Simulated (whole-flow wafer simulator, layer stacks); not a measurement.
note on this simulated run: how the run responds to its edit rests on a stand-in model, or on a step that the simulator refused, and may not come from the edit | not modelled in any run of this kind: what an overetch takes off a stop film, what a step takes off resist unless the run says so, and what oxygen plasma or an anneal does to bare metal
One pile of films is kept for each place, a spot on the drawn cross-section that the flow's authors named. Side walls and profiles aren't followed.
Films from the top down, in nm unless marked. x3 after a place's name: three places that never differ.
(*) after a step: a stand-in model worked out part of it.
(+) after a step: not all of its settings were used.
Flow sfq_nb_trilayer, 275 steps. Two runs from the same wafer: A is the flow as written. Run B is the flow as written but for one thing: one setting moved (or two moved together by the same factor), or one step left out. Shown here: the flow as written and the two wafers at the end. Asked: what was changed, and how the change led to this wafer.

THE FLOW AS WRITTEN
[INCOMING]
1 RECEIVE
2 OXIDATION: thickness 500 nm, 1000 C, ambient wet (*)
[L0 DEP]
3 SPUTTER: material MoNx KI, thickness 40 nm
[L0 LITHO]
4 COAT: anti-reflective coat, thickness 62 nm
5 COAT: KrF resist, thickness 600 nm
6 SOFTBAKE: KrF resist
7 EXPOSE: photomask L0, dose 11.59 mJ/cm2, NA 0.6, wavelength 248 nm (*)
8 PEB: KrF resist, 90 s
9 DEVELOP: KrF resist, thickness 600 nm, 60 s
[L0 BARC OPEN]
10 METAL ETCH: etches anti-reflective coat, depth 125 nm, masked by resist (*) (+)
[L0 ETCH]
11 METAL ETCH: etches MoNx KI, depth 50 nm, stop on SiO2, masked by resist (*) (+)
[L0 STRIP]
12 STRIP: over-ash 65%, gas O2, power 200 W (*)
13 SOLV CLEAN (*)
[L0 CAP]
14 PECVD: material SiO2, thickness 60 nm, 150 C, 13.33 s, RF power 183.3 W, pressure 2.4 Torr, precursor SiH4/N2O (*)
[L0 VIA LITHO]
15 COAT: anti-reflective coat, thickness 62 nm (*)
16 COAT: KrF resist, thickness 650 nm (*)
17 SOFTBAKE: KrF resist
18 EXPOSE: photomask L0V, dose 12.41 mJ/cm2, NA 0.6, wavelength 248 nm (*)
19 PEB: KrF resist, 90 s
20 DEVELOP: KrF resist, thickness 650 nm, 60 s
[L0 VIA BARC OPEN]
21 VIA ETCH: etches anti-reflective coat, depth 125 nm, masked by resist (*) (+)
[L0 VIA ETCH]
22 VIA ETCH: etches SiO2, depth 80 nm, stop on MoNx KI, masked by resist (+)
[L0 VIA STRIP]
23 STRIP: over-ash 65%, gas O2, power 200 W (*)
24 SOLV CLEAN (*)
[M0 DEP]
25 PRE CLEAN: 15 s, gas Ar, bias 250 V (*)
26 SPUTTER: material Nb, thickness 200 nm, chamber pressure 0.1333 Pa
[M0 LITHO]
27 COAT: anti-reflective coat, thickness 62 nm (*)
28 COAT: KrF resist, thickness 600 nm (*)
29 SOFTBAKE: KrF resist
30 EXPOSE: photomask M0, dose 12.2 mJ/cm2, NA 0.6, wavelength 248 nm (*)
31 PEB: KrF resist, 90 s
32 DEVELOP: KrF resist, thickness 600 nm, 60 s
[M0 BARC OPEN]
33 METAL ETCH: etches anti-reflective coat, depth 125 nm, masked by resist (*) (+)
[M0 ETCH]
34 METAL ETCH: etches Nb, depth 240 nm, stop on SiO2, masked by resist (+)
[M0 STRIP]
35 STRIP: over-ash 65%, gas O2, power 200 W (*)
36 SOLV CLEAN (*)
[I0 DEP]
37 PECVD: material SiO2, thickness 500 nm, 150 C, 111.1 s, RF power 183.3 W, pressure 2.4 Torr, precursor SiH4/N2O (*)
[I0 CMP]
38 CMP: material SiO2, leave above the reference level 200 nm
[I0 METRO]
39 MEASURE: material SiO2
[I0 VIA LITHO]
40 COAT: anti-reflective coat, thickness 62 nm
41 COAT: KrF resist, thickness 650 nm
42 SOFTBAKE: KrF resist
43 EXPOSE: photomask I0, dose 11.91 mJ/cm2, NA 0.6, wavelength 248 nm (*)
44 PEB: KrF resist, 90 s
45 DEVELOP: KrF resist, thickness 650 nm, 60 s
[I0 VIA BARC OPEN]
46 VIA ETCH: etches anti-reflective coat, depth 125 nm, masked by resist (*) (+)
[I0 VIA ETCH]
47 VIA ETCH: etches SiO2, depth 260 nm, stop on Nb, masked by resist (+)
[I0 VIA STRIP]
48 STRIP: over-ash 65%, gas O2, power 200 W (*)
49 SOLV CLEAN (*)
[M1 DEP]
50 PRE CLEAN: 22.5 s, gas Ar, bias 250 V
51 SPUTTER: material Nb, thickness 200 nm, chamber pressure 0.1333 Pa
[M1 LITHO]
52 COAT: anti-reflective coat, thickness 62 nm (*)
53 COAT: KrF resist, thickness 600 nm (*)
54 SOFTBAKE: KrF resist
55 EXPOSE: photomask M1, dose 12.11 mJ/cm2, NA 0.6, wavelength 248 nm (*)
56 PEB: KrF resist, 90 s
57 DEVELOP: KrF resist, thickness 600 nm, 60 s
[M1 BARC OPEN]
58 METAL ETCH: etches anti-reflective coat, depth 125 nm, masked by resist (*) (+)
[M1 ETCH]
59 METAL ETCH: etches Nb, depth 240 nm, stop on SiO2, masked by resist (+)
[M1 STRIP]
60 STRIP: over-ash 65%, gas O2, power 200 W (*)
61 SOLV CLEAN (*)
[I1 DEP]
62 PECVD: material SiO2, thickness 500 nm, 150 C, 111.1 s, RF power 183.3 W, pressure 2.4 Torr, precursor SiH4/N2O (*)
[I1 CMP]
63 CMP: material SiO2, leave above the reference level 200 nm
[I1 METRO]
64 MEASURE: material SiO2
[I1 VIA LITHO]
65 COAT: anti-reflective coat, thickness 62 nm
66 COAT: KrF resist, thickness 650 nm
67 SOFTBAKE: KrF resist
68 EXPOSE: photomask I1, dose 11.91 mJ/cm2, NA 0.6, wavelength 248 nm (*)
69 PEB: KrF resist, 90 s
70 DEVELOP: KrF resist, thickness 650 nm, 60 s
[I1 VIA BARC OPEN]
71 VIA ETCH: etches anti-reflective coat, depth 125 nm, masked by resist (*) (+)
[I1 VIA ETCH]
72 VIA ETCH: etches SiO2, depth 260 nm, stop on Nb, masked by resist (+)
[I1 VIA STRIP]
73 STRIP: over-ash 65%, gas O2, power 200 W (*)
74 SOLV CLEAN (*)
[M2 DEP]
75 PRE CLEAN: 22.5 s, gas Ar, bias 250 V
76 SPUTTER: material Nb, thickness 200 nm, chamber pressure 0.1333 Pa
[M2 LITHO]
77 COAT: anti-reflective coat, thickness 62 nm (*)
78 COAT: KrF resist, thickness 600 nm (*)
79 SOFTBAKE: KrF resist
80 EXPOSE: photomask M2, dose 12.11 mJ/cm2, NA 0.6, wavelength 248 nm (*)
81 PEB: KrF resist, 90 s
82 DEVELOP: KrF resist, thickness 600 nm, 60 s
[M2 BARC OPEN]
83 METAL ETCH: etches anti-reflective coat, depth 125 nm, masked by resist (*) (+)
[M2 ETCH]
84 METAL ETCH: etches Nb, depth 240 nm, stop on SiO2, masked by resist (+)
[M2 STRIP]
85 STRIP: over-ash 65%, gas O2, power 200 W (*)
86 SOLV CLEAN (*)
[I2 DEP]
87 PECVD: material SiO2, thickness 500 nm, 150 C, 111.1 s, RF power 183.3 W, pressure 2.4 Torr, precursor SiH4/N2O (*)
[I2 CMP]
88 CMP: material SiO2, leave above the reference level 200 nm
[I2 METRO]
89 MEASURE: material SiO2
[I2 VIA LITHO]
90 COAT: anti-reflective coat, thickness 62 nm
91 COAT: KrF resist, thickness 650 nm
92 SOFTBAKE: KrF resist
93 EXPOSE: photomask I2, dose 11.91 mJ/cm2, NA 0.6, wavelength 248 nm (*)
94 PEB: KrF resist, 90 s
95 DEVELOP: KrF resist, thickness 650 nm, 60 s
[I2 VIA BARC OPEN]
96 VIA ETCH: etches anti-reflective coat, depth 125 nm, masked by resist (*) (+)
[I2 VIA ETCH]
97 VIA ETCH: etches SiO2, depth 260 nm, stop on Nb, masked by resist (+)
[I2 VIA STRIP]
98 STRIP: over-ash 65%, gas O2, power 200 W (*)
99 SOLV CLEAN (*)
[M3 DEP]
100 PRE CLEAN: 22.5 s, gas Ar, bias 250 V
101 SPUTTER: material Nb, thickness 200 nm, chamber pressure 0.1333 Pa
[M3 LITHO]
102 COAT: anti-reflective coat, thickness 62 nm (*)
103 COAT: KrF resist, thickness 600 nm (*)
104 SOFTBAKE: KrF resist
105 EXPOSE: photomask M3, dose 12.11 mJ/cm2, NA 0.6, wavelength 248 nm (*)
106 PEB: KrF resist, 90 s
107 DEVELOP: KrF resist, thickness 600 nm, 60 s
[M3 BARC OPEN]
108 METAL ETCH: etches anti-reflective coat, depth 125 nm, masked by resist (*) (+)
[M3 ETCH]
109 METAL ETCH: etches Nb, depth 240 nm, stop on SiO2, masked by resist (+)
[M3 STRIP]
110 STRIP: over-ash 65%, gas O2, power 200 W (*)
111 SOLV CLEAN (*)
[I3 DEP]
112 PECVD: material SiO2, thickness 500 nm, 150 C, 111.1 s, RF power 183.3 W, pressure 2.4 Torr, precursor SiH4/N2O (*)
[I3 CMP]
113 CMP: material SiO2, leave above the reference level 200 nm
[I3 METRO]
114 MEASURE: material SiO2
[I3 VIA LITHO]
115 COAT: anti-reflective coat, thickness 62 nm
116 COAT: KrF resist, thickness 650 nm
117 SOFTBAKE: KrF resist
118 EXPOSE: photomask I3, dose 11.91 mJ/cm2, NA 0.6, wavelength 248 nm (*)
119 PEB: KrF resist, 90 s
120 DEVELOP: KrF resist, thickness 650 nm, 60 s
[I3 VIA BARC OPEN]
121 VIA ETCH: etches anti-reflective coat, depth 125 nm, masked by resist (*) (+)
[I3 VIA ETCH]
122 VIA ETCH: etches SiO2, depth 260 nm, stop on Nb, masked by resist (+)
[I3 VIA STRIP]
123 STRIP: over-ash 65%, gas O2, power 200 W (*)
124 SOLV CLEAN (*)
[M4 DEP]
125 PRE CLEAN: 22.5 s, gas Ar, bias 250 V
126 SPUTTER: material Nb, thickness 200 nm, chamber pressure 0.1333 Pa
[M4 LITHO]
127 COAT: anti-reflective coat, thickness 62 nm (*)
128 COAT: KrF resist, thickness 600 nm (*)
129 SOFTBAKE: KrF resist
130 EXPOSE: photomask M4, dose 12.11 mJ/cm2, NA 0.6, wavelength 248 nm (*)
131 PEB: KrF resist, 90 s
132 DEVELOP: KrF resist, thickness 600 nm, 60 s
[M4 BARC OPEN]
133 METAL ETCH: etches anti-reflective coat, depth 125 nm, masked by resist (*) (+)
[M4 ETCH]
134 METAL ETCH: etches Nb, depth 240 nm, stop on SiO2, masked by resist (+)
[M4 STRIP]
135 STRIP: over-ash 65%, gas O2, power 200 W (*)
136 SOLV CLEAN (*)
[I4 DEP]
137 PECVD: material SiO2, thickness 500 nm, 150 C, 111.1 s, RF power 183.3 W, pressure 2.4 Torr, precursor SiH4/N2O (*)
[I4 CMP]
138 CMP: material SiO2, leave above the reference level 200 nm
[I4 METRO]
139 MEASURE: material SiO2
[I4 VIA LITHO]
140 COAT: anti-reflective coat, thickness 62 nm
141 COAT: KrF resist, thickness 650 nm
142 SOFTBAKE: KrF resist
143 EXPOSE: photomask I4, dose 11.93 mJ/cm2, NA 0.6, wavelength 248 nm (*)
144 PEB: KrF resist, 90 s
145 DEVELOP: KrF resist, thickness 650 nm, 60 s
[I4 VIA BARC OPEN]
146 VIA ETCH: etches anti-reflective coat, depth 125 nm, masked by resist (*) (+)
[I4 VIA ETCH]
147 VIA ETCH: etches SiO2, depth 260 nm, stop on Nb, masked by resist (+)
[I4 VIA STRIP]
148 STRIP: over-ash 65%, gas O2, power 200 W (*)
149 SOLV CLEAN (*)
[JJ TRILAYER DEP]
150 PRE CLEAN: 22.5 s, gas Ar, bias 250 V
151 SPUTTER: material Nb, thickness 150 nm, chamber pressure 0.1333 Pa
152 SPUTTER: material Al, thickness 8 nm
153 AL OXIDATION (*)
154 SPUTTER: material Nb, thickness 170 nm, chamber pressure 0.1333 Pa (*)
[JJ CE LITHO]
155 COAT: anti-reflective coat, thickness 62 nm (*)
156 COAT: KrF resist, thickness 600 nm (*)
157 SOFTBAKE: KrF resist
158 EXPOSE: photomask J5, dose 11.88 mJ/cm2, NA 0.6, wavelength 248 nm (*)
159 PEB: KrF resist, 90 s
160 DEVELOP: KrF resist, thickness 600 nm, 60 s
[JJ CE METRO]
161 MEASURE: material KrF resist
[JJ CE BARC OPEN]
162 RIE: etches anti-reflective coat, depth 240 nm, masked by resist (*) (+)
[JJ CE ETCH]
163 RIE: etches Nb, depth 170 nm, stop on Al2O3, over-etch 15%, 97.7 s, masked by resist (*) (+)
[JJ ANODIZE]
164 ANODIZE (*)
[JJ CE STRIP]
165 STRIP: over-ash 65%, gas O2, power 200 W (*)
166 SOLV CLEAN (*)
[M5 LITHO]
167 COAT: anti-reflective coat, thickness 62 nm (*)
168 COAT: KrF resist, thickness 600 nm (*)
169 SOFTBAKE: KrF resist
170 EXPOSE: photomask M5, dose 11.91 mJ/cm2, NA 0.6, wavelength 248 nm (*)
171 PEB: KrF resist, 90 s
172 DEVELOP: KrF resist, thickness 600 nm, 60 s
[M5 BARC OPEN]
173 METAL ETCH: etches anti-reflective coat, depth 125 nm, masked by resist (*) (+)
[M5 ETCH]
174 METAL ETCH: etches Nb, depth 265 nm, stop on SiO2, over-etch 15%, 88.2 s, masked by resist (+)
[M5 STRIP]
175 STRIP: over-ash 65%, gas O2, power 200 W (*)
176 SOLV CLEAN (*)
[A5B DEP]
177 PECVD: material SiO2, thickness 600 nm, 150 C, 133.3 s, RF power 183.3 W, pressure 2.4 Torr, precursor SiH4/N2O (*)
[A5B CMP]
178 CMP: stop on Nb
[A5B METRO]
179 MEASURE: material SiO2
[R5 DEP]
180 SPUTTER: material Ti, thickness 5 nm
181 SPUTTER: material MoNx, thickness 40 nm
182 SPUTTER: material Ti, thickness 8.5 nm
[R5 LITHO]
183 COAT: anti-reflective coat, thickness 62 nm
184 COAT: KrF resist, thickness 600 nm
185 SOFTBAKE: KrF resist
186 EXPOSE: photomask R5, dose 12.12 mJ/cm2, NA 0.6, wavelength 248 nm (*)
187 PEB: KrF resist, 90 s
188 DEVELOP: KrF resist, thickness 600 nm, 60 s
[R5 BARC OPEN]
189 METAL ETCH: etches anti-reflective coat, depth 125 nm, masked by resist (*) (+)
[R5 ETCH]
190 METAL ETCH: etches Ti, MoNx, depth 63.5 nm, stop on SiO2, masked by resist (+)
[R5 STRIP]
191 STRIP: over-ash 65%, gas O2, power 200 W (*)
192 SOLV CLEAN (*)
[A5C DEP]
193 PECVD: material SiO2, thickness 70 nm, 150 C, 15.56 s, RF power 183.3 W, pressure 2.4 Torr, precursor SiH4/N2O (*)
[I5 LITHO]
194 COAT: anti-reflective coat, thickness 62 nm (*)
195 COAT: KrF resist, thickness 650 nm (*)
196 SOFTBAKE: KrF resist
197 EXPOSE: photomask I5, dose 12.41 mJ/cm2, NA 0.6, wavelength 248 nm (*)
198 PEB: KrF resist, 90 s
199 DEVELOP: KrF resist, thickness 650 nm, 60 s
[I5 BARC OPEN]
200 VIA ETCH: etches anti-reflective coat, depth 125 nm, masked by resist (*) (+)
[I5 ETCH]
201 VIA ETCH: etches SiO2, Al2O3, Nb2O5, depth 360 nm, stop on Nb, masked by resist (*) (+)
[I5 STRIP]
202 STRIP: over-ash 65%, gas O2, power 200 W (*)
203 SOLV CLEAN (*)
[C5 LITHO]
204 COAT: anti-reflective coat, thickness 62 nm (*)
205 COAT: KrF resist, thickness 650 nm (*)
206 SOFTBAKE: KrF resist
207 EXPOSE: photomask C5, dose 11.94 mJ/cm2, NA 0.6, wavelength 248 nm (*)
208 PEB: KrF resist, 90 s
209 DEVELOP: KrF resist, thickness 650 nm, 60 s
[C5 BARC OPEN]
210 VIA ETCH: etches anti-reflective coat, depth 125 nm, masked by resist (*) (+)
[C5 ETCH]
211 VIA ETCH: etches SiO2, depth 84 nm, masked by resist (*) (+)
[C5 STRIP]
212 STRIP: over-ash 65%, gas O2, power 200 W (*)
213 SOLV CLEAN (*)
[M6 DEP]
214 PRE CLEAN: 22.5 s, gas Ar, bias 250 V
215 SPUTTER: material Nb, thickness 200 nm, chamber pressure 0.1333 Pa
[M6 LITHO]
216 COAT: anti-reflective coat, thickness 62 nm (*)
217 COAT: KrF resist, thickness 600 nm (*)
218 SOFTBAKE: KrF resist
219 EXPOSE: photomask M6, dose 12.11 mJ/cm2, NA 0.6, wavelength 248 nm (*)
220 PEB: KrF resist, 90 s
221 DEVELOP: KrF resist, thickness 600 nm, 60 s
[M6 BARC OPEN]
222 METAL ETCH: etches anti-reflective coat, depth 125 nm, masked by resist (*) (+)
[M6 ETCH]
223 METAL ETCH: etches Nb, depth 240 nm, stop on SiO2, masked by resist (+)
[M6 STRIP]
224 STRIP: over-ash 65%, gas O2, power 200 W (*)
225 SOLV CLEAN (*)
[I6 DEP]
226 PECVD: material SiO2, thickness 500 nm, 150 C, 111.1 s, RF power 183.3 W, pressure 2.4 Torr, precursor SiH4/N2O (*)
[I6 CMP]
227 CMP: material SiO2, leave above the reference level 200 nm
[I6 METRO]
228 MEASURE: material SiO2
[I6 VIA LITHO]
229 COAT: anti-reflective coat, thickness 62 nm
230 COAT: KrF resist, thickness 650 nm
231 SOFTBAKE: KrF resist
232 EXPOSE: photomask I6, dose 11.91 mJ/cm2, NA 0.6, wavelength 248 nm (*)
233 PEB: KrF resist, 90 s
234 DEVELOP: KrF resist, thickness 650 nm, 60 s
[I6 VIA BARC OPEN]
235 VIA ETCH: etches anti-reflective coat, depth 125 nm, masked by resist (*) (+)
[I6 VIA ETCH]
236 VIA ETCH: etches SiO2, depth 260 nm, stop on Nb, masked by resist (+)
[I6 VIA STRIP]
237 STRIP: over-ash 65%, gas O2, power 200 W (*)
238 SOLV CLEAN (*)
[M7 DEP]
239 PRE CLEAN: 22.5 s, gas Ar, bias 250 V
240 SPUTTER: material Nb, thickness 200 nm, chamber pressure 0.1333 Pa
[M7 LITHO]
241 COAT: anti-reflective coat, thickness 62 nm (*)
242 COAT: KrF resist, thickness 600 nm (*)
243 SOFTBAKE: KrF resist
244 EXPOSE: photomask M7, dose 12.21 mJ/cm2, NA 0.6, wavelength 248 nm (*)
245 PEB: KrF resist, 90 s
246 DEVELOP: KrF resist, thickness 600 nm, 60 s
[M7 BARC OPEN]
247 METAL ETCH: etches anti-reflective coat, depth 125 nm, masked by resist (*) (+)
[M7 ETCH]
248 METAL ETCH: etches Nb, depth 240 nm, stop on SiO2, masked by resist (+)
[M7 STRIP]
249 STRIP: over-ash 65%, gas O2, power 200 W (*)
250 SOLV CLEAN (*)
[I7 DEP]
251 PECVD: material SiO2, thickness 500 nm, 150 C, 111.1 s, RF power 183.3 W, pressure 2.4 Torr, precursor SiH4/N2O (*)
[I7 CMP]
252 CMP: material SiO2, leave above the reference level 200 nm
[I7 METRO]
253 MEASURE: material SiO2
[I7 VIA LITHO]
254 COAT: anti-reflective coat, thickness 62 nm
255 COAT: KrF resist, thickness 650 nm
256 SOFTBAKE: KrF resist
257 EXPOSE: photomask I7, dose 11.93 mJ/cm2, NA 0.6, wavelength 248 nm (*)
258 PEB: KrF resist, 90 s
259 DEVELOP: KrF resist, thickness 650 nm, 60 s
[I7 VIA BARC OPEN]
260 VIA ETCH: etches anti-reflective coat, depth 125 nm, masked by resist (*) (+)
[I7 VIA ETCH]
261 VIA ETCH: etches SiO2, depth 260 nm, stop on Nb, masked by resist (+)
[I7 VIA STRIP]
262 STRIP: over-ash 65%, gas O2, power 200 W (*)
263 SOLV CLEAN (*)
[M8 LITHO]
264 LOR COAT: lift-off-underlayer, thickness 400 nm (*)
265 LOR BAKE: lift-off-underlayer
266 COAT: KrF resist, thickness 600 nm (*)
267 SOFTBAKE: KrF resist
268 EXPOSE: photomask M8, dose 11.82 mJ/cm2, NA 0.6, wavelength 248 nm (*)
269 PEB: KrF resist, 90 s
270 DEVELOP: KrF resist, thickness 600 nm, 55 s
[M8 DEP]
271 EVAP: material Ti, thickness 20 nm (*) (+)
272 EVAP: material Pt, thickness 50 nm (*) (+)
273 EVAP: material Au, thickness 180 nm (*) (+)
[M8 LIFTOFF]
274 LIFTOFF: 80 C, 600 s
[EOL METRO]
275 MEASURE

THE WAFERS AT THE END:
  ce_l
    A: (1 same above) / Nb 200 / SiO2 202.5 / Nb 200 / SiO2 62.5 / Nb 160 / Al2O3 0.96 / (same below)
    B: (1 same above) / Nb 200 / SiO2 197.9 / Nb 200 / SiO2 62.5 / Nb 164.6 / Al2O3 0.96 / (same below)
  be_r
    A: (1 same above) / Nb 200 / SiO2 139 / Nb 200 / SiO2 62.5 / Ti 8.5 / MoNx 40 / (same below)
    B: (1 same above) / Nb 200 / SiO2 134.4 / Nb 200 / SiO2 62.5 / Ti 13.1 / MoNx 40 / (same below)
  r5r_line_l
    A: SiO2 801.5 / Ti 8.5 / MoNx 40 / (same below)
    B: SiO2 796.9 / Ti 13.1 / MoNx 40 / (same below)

The cause: step 182, SPUTTER: thickness 13.1 nm was run, where the flow has thickness 8.5 nm.
It can be read off the wafer: be_r has Ti 13.1, and step 182 as written asks for 8.5 nm.

How the change led to this, step by step:
  182 SPUTTER: material Ti, thickness 8.5 nm
      field_l, v_sur, via_wl and 103 more: A Ti +8.5 (new film) | B Ti +13.1 (new film)
  190 METAL ETCH: etches Ti, MoNx, depth 63.5 nm, stop on SiO2, masked by resist (+)
      field_l, v_sur, via_wl and 92 more: A Ti -8.5 (all of it), MoNx -40 (all of it), Ti -5 (all of it) | B Ti -13.1 (all of it), MoNx -40 (all of it), Ti -5 (all of it)
      ce_l, c5j, ce_r, wl_jj: A Ti -8.5 (all of it), MoNx -40 (all of it), Ti -5 (all of it), Nb -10 | B Ti -13.1 (all of it), MoNx -40 (all of it), Ti -5 (all of it), Nb -5.4
  194 COAT: anti-reflective coat, thickness 62 nm (*)
      r5r_spacepad_l, r5r_spacepad_r: A anti-reflective coat +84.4 (new film) | B anti-reflective coat +86.4 (new film)
      ce_l: A anti-reflective coat +67.2 (new film) | B anti-reflective coat +65.1 (new film)
      (and at 3 more places)
  202 STRIP: over-ash 65%, gas O2, power 200 W (*)
      r5r_spacepad_l, r5r_spacepad_r: A KrF resist -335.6 (all of it), anti-reflective coat -84.4 (all of it) | B KrF resist -335.8 (all of it), anti-reflective coat -86.4 (all of it)
      ce_l: A KrF resist -341.5 (all of it), anti-reflective coat -67.2 (all of it) | B KrF resist -340.3 (all of it), anti-reflective coat -65.1 (all of it)
      (and at 3 more places)
  204 COAT: anti-reflective coat, thickness 62 nm (*)
      r5r_spacepad_l, r5r_spacepad_r: A anti-reflective coat +84.4 (new film) | B anti-reflective coat +86.4 (new film)
      ce_l: A anti-reflective coat +66 (new film) | B anti-reflective coat +64 (new film)
      (and at 3 more places)
  212 STRIP: over-ash 65%, gas O2, power 200 W (*)
      r5r_spacepad_l, r5r_spacepad_r: A KrF resist -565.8 (all of it), anti-reflective coat -84.4 (all of it) | B KrF resist -566.3 (all of it), anti-reflective coat -86.4 (all of it)
      ce_l: A KrF resist -567.4 (all of it), anti-reflective coat -66 (all of it) | B KrF resist -566.5 (all of it), anti-reflective coat -64 (all of it)
      (and at 3 more places)
  216 COAT: anti-reflective coat, thickness 62 nm (*)
      r5r_spacepad_l, r5r_spacepad_r: A anti-reflective coat +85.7 (new film) | B anti-reflective coat +88 (new film)
      jj_sur: A anti-reflective coat +56.1 (new film) | B anti-reflective coat +57.3 (new film)
      (and at 4 more places)
  222 METAL ETCH: etches anti-reflective coat, depth 125 nm, masked by resist (*) (+)
      r5r_spacepad_l, r5r_spacepad_r: A anti-reflective coat -85.7 (all of it) | B anti-reflective coat -88 (all of it)
  224 STRIP: over-ash 65%, gas O2, power 200 W (*)
      jj_sur: A KrF resist -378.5 (all of it), anti-reflective coat -56.1 (all of it) | B KrF resist -378.5 (all of it), anti-reflective coat -57.3 (all of it)
      ce_l: A KrF resist -397.1 (all of it), anti-reflective coat -48 (all of it) | B KrF resist -395.3 (all of it), anti-reflective coat -46.6 (all of it)
      (and at 3 more places)
  227 CMP: material SiO2, leave above the reference level 200 nm
      r5r_line_l, r5r_spacepad_l, r5r_spacepad_r, r5r_line_c, r5r_line_r: A SiO2 -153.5 | B SiO2 -158.1
      c5j: A SiO2 -223 | B SiO2 -227.6
